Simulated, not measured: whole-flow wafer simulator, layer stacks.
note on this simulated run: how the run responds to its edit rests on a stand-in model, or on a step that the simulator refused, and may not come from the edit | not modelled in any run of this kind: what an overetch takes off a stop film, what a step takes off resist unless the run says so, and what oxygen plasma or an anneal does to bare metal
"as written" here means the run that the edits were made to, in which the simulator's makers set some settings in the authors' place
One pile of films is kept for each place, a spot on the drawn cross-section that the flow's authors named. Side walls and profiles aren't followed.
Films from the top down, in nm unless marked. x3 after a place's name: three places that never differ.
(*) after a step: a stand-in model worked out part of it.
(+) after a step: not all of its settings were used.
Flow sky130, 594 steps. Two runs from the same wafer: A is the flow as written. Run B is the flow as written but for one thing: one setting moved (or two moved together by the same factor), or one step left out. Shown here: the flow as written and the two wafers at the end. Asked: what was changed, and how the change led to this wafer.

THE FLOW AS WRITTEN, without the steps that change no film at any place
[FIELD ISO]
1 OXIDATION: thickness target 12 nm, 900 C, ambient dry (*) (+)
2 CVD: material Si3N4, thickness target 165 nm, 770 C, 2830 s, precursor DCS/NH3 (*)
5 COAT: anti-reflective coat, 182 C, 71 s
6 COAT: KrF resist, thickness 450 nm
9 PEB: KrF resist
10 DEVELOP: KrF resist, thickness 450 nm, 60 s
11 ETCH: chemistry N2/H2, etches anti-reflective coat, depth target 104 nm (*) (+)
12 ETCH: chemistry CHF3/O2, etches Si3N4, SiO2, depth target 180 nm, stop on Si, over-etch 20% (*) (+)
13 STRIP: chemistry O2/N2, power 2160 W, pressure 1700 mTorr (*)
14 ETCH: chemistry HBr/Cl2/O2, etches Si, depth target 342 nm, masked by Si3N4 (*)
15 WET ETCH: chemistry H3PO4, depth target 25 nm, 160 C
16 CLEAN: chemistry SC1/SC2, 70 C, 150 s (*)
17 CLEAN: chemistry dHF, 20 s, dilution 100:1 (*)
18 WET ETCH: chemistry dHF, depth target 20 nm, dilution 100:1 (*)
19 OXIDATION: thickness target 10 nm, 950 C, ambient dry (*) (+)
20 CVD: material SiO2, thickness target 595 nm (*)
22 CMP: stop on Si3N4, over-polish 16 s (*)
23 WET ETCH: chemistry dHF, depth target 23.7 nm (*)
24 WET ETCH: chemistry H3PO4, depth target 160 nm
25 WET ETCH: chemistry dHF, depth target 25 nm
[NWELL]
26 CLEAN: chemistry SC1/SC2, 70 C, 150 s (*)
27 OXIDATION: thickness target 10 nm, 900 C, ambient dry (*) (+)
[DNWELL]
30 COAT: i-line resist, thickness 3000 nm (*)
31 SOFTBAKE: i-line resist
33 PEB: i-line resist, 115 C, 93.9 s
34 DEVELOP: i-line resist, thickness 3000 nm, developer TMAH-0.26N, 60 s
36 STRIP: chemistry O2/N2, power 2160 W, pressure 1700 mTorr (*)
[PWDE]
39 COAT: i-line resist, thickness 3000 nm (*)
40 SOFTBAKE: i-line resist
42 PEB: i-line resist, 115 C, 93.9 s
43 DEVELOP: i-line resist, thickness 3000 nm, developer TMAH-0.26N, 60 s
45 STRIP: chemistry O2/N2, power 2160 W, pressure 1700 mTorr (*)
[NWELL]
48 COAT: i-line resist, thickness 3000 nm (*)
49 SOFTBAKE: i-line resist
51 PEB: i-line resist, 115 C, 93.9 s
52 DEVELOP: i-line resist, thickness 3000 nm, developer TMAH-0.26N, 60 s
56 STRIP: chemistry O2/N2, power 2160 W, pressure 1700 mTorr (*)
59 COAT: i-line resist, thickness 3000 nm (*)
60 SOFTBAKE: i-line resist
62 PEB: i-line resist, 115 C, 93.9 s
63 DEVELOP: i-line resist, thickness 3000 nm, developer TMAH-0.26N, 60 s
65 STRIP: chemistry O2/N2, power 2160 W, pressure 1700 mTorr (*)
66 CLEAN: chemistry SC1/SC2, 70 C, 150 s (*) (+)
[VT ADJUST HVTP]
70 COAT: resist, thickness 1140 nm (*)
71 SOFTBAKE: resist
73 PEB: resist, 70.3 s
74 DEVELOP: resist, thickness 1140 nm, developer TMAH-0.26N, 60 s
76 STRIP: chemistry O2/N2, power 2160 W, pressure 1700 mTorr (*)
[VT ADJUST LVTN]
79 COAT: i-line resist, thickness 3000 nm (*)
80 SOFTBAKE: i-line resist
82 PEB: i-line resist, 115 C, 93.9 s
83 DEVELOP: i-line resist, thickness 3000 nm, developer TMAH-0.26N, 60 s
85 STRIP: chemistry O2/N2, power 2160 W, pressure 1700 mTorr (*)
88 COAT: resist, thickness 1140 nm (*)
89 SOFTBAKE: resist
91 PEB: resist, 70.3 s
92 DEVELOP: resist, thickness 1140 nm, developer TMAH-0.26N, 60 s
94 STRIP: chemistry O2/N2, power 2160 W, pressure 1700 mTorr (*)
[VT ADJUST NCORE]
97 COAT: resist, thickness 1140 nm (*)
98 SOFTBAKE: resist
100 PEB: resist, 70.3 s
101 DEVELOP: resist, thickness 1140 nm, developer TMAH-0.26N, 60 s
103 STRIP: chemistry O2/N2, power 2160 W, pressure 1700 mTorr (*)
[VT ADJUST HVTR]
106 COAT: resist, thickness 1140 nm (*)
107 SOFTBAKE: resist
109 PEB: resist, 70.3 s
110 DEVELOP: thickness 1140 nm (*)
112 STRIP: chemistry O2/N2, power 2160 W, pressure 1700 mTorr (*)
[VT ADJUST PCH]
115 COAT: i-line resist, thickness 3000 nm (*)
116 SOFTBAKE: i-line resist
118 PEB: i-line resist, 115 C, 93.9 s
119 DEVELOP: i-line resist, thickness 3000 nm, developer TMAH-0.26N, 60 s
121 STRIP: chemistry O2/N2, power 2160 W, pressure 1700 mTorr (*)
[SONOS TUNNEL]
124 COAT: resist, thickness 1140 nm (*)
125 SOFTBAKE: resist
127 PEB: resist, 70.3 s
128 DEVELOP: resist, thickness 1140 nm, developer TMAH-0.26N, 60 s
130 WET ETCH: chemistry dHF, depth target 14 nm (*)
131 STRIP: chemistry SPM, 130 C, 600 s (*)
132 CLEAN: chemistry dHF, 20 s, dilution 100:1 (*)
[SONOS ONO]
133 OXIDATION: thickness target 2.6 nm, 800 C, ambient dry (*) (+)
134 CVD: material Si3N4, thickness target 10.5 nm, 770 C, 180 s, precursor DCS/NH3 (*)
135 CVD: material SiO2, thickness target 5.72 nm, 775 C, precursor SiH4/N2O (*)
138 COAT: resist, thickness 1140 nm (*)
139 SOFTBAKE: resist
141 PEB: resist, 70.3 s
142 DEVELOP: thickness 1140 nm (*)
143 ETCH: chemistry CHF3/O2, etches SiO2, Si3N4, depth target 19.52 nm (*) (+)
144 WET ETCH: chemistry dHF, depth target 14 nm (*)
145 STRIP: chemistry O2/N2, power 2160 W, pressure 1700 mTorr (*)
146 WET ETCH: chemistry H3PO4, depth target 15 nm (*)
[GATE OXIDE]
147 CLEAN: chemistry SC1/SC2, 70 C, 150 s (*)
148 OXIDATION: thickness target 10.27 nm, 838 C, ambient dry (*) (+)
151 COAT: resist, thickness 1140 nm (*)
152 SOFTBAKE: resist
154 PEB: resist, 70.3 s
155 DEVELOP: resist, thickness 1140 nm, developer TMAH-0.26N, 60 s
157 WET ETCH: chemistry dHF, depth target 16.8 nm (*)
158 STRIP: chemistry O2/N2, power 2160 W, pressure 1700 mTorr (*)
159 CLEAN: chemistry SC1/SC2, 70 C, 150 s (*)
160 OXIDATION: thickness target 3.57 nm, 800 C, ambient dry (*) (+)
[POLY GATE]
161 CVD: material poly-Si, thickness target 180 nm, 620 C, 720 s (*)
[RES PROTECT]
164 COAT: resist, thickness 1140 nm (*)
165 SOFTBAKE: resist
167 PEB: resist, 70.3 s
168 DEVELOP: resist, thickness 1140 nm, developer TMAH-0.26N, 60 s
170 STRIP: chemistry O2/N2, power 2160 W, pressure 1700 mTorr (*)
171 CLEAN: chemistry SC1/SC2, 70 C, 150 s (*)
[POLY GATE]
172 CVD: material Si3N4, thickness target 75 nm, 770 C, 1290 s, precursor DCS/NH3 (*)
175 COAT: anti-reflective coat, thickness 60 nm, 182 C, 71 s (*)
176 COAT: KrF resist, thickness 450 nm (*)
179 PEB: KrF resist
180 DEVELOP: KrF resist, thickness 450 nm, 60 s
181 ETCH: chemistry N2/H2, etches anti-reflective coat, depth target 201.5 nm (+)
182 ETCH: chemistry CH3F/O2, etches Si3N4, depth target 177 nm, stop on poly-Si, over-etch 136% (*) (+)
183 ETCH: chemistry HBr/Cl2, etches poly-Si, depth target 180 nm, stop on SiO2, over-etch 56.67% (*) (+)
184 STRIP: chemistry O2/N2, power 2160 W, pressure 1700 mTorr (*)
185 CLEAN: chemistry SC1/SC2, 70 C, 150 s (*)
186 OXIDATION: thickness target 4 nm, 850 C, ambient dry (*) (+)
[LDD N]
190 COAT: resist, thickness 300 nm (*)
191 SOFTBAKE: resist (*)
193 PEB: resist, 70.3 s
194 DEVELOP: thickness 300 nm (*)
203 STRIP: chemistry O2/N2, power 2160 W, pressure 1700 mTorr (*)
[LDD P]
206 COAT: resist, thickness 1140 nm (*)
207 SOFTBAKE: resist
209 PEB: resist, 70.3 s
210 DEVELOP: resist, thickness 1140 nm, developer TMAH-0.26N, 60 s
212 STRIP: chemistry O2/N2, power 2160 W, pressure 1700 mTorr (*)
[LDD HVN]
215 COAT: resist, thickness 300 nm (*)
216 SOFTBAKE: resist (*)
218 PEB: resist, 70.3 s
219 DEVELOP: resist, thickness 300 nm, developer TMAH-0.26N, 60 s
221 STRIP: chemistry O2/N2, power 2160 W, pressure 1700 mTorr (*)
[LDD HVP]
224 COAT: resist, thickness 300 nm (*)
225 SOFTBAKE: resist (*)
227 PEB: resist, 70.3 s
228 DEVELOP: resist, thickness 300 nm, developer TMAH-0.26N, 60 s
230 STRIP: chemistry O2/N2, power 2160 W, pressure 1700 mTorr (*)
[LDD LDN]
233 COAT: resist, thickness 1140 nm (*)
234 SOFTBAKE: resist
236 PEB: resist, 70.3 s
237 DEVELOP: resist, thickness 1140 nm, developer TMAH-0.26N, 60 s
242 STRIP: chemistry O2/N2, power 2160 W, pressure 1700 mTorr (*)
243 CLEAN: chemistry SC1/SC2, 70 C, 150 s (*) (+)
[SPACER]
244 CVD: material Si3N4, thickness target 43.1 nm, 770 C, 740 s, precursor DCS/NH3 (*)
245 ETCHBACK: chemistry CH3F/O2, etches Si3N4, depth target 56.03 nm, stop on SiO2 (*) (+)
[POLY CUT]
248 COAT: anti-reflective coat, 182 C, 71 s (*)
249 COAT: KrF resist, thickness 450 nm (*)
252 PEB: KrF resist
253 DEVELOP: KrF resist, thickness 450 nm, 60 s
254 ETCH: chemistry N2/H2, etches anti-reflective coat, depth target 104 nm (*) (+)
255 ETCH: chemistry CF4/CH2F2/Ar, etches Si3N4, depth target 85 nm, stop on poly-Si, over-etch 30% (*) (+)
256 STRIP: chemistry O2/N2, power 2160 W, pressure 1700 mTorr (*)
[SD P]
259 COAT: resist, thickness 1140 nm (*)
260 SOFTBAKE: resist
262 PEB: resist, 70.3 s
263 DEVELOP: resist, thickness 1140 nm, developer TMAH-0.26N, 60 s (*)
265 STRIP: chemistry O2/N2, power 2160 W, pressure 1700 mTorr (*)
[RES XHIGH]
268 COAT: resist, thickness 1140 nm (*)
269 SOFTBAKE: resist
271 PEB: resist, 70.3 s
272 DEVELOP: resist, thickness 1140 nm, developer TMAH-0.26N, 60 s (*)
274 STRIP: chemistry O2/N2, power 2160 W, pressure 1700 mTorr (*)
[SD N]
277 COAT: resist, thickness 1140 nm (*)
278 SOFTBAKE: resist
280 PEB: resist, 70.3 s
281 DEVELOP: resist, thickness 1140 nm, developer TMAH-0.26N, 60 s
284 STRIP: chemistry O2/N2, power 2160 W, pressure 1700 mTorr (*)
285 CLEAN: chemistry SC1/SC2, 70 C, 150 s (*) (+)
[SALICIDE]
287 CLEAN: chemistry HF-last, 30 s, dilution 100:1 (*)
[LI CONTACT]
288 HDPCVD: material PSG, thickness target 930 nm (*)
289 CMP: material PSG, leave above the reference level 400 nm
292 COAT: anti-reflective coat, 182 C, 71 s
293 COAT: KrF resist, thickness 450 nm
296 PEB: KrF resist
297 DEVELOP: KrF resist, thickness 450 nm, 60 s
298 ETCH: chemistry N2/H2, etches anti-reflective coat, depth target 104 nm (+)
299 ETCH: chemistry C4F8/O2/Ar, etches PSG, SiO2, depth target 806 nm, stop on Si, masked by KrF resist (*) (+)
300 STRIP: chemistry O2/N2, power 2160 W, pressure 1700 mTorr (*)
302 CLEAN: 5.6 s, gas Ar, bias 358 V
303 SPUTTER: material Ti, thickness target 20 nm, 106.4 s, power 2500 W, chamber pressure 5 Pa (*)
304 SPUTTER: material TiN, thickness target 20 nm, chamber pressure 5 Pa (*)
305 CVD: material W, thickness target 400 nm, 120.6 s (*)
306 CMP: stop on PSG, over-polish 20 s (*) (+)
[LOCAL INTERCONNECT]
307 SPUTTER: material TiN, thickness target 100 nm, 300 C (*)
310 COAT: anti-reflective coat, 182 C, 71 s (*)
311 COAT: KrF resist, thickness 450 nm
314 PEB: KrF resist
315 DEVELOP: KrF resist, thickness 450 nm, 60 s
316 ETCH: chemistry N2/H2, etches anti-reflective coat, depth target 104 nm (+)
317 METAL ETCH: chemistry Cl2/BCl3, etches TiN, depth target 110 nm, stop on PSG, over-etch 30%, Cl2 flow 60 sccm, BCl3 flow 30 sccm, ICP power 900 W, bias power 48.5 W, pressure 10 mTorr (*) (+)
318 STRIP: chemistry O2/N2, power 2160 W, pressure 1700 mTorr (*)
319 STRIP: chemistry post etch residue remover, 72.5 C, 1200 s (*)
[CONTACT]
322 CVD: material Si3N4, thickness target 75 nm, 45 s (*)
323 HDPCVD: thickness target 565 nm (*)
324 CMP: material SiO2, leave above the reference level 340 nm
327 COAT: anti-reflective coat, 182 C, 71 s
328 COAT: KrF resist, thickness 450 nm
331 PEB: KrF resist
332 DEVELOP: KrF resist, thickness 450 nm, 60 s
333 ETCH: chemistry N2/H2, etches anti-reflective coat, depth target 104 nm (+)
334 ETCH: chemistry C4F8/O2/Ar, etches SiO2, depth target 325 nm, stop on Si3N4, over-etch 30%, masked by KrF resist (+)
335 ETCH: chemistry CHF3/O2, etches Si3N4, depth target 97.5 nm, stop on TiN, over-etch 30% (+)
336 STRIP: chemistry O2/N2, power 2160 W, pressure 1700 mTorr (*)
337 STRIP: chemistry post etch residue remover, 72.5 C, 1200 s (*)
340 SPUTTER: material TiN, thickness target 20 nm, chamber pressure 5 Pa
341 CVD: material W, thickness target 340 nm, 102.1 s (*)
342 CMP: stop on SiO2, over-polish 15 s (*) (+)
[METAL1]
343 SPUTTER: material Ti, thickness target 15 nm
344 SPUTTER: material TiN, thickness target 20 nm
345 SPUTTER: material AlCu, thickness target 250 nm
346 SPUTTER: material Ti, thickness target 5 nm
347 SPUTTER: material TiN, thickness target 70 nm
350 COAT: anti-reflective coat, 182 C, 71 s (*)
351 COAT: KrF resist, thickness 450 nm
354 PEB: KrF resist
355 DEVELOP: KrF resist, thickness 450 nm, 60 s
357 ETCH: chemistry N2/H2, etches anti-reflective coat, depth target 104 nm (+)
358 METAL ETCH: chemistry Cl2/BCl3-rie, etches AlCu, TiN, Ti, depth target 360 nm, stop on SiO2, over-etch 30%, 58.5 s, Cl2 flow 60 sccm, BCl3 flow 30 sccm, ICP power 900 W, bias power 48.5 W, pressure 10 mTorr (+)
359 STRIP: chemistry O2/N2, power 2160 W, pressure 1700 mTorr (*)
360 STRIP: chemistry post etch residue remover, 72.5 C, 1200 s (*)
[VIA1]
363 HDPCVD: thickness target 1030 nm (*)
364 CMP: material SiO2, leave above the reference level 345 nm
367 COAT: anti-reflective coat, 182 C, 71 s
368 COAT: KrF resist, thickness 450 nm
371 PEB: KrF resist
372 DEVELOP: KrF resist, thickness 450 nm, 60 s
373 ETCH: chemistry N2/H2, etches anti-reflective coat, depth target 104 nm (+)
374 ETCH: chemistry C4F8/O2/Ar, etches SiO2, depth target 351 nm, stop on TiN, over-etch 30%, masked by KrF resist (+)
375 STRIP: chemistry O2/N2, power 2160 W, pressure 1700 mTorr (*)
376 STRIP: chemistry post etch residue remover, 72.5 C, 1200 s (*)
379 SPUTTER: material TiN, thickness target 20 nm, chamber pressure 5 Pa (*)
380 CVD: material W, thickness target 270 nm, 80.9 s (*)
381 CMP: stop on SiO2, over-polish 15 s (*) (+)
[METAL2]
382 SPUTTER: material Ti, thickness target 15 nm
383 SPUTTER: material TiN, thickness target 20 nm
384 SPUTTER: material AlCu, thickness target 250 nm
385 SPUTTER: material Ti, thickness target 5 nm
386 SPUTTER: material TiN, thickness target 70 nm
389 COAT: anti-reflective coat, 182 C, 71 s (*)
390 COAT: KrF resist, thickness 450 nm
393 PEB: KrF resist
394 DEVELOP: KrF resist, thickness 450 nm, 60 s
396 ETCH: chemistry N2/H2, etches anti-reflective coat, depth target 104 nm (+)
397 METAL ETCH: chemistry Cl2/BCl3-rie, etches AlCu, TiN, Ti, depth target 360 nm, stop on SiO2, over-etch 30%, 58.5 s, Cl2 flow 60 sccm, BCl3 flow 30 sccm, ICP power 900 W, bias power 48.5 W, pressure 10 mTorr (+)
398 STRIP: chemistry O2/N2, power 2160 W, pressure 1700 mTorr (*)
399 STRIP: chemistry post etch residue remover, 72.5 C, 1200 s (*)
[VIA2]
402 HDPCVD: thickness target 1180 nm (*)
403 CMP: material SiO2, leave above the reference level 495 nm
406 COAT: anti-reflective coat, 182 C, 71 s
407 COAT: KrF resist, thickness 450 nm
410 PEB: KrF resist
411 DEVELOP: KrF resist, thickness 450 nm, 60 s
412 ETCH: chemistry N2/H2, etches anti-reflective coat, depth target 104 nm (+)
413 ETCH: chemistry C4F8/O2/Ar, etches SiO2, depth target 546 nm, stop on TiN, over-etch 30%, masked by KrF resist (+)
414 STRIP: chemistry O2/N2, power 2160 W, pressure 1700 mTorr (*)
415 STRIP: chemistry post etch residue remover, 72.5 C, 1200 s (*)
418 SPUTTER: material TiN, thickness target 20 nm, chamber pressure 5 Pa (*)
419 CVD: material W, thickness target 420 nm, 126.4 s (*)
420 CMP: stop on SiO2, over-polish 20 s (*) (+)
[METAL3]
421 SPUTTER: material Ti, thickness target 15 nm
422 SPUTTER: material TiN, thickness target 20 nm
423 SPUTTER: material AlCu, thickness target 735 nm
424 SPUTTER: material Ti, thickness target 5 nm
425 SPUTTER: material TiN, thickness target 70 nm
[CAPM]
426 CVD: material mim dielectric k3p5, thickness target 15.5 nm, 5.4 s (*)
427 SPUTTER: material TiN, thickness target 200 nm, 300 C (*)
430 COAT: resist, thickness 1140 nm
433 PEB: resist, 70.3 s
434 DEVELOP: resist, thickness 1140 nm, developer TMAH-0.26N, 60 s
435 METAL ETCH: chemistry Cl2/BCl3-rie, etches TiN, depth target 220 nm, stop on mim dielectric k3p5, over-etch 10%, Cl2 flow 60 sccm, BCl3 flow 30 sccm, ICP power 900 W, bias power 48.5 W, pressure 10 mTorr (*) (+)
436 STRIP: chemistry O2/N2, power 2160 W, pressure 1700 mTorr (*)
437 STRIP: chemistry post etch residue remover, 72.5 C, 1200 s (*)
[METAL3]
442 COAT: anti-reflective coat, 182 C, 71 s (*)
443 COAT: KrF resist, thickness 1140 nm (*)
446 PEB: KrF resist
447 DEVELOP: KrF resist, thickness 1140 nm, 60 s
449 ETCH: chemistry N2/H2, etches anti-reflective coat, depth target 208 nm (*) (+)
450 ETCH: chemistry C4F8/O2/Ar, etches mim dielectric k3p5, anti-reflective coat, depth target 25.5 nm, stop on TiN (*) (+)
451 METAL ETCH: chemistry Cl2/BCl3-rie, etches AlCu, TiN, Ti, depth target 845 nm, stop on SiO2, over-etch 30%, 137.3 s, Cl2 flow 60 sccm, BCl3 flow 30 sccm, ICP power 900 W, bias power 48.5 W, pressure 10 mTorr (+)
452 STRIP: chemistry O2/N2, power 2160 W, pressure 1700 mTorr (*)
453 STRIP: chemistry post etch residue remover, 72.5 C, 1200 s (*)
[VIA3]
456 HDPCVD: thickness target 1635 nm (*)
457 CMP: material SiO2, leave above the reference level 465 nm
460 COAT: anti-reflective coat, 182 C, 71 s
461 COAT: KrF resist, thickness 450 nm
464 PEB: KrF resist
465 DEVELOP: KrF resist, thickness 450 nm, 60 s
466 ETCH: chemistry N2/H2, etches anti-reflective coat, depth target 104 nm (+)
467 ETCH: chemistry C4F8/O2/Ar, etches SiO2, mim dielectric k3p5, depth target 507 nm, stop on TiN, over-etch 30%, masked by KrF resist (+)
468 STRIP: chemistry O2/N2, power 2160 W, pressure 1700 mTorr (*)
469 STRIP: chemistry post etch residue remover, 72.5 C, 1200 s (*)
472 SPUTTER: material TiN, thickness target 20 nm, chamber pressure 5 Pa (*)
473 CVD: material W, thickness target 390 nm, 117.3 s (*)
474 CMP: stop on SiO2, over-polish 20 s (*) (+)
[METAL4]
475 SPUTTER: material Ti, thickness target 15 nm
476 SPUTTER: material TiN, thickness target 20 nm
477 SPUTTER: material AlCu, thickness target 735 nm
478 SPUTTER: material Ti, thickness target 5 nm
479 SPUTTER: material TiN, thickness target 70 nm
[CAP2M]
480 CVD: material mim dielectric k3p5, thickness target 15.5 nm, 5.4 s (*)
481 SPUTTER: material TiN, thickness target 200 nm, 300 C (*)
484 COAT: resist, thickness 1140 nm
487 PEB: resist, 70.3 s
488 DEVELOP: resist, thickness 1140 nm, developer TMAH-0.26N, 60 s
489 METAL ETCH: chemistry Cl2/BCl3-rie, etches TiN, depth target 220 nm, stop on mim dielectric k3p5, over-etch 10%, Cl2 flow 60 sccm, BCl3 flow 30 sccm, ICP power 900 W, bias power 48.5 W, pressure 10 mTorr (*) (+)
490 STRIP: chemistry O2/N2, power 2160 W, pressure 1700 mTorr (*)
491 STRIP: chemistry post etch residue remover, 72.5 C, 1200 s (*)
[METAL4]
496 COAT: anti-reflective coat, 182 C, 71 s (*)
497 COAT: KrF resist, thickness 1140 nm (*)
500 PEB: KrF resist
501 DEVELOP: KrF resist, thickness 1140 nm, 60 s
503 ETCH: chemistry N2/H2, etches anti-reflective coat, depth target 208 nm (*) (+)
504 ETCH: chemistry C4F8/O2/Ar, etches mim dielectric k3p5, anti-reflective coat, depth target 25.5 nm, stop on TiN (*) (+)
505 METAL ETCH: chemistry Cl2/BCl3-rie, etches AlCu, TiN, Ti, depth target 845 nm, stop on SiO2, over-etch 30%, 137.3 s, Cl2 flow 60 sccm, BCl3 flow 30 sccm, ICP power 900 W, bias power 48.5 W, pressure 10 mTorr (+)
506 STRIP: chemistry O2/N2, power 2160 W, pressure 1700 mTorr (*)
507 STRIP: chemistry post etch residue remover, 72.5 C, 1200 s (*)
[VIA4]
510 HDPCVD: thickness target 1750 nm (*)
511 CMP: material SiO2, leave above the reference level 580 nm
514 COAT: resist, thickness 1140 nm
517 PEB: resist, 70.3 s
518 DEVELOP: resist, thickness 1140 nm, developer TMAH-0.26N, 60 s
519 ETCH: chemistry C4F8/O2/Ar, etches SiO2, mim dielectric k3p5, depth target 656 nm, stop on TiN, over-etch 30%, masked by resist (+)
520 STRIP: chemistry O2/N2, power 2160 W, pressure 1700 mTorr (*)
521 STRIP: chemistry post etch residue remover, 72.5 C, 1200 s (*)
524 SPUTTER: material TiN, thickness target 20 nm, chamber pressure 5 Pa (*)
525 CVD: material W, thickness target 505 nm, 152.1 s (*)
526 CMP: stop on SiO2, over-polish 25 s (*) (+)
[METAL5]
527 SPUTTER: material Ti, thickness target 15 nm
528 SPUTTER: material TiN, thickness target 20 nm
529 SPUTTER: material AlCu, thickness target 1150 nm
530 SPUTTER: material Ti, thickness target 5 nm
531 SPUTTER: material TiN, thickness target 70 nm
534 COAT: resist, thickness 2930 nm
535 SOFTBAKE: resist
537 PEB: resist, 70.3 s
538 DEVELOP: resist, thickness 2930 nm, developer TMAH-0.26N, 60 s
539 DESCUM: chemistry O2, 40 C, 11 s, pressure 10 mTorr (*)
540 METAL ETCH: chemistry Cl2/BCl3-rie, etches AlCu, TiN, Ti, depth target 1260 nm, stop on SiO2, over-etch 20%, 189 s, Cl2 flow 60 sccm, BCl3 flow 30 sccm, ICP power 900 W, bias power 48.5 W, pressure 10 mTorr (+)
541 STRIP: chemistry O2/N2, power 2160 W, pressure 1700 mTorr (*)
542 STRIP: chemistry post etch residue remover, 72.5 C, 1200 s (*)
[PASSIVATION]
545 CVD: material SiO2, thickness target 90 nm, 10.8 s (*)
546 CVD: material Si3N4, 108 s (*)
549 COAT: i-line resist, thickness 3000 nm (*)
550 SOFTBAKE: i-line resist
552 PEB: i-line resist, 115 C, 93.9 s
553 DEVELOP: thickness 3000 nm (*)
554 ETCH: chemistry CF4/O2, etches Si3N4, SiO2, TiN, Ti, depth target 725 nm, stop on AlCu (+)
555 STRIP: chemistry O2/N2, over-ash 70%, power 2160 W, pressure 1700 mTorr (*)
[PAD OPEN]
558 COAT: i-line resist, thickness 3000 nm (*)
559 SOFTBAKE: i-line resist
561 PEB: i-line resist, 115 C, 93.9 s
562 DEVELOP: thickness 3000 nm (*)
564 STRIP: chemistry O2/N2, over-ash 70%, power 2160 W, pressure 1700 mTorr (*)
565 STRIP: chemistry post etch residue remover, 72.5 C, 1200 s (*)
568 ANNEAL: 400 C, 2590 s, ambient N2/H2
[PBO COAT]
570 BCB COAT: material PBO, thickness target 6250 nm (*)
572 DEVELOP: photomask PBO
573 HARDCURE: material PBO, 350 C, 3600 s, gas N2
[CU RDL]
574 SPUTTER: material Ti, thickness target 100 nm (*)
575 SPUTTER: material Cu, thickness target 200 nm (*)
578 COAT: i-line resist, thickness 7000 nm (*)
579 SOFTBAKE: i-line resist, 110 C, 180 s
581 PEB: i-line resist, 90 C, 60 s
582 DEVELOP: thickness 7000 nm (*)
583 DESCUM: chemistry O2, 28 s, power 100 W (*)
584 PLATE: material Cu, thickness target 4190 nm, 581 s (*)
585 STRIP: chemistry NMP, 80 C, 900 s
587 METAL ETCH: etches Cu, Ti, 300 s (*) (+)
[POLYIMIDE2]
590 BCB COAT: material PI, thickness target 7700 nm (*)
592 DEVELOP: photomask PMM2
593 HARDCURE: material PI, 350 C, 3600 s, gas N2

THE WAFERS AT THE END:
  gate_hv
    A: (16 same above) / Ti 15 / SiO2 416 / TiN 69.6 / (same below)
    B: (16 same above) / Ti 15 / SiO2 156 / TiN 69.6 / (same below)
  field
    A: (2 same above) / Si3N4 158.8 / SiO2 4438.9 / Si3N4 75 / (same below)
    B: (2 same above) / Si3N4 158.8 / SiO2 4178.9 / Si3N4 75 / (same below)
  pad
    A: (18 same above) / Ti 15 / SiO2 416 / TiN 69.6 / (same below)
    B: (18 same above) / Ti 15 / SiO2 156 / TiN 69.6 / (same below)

The cause: step 403, CMP: leave above the reference level 235 nm was run, where the flow has leave above the reference level 495 nm.

How the change led to this, step by step:
  403 CMP: material SiO2, leave above the reference level 495 nm
      n_well, p_well, gate_hv and 101 more: A SiO2 -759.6 | B SiO2 -1019.6
      field, active, gate and 82 more: A SiO2 -389.1 | B SiO2 -649.1
      (and at 2 more places)
  413 ETCH: chemistry C4F8/O2/Ar, etches SiO2, depth target 546 nm, stop on TiN, over-etch 30%, masked by KrF resist (+)
      field, active, n_well and 186 more: A KrF resist -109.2 | B KrF resist -41.7
      m1: A SiO2 -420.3 (all of it) | B SiO2 -160.3 (all of it)
      (and at 1 more place)
  414 STRIP: chemistry O2/N2, power 2160 W, pressure 1700 mTorr (*)
      field, active, n_well and 186 more: A KrF resist -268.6 (all of it), anti-reflective coat -80 (all of it) | B KrF resist -336.2 (all of it), anti-reflective coat -80 (all of it)
  418 SPUTTER: material TiN, thickness target 20 nm, chamber pressure 5 Pa (*)
      m1, via2_hole: A TiN +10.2 | B TiN +14.4
  419 CVD: material W, thickness target 420 nm, 126.4 s (*)
      m1: A W +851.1 (new film) | B W +586.9 (new film)
      via2_hole: A W +850.7 (new film) | B W +586.5 (new film)
